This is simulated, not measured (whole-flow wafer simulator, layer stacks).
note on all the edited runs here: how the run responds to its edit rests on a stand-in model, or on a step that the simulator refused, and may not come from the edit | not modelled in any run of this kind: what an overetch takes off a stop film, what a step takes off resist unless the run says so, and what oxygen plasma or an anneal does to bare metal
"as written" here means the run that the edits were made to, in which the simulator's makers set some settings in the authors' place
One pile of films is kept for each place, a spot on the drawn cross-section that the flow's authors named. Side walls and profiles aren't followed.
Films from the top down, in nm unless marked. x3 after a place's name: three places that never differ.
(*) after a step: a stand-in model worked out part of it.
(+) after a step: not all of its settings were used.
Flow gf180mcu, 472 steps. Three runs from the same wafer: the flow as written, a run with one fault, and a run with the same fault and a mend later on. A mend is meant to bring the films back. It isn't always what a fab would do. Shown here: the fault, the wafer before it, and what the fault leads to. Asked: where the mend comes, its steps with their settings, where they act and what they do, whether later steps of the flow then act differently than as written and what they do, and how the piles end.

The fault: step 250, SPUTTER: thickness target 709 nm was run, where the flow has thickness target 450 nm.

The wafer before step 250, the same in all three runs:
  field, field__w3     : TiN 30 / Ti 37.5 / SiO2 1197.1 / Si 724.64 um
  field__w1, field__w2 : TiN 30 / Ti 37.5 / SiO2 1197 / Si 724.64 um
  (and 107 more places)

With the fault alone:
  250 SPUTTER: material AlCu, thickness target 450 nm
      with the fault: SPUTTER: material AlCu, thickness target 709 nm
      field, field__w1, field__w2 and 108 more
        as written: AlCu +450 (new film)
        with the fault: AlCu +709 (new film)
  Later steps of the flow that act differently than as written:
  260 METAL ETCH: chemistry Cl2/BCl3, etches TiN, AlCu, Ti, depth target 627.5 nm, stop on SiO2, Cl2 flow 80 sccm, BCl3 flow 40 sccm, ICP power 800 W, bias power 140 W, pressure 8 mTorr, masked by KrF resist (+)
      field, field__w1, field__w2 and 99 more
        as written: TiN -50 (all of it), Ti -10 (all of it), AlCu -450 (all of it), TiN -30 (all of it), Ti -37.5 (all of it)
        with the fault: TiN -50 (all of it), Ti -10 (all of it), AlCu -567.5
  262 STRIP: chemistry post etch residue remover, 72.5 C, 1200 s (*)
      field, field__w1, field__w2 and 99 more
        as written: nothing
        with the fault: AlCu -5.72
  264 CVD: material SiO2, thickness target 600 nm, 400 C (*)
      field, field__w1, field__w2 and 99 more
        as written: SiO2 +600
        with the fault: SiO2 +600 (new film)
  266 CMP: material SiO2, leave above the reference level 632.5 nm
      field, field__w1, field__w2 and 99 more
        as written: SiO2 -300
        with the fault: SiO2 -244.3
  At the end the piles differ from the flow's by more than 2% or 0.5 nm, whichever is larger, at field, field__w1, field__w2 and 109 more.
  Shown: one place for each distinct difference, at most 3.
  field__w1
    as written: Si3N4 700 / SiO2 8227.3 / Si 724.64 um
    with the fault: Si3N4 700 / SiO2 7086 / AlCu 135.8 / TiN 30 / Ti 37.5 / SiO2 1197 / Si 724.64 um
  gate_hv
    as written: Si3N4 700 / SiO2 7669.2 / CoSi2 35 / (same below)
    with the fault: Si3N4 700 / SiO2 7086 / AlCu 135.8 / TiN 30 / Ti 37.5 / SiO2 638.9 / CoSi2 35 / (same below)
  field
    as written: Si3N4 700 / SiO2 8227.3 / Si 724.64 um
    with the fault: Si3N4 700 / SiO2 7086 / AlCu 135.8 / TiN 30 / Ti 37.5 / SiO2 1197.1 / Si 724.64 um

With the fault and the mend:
  The mend comes after step 259.
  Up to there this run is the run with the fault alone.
  260 METAL ETCH: chemistry Cl2/BCl3, etches TiN, AlCu, Ti, depth target 886.5 nm, stop on SiO2, Cl2 flow 80 sccm, BCl3 flow 40 sccm, ICP power 800 W, bias power 140 W, pressure 8 mTorr, masked by KrF resist (+) (the flow's step 260, which as written has depth target 627.5 nm)
      field, field__w1, field__w2 and 99 more
        TiN -50 (all of it), Ti -10 (all of it), AlCu -709 (all of it), TiN -30 (all of it), Ti -37.5 (all of it)
      field__w8, contact, m1 and 6 more
        KrF resist -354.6
  Later steps of the flow that act differently than as written:
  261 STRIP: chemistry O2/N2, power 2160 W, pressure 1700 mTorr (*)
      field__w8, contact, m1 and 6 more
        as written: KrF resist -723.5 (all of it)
        with the mend: KrF resist -619.9 (all of it)
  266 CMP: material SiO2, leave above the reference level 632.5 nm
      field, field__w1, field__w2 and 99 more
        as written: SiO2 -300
        with the mend: SiO2 -41
  At the end the piles differ from the flow's by more than 2% or 0.5 nm, whichever is larger, at field, field__w1, field__w2 and 109 more.
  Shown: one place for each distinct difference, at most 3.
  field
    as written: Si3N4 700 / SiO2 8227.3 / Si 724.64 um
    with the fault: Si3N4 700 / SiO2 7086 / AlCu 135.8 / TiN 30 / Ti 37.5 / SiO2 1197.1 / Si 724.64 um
    with the mend: Si3N4 700 / SiO2 8486.3 / Si 724.64 um
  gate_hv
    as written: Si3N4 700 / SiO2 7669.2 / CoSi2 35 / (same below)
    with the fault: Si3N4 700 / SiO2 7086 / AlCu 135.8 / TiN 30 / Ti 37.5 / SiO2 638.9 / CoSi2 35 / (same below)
    with the mend: Si3N4 700 / SiO2 7928.2 / CoSi2 35 / (same below)
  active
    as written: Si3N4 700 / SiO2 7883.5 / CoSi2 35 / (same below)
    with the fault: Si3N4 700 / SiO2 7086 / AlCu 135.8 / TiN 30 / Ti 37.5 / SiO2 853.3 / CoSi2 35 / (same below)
    with the mend: Si3N4 700 / SiO2 8142.5 / CoSi2 35 / (same below)
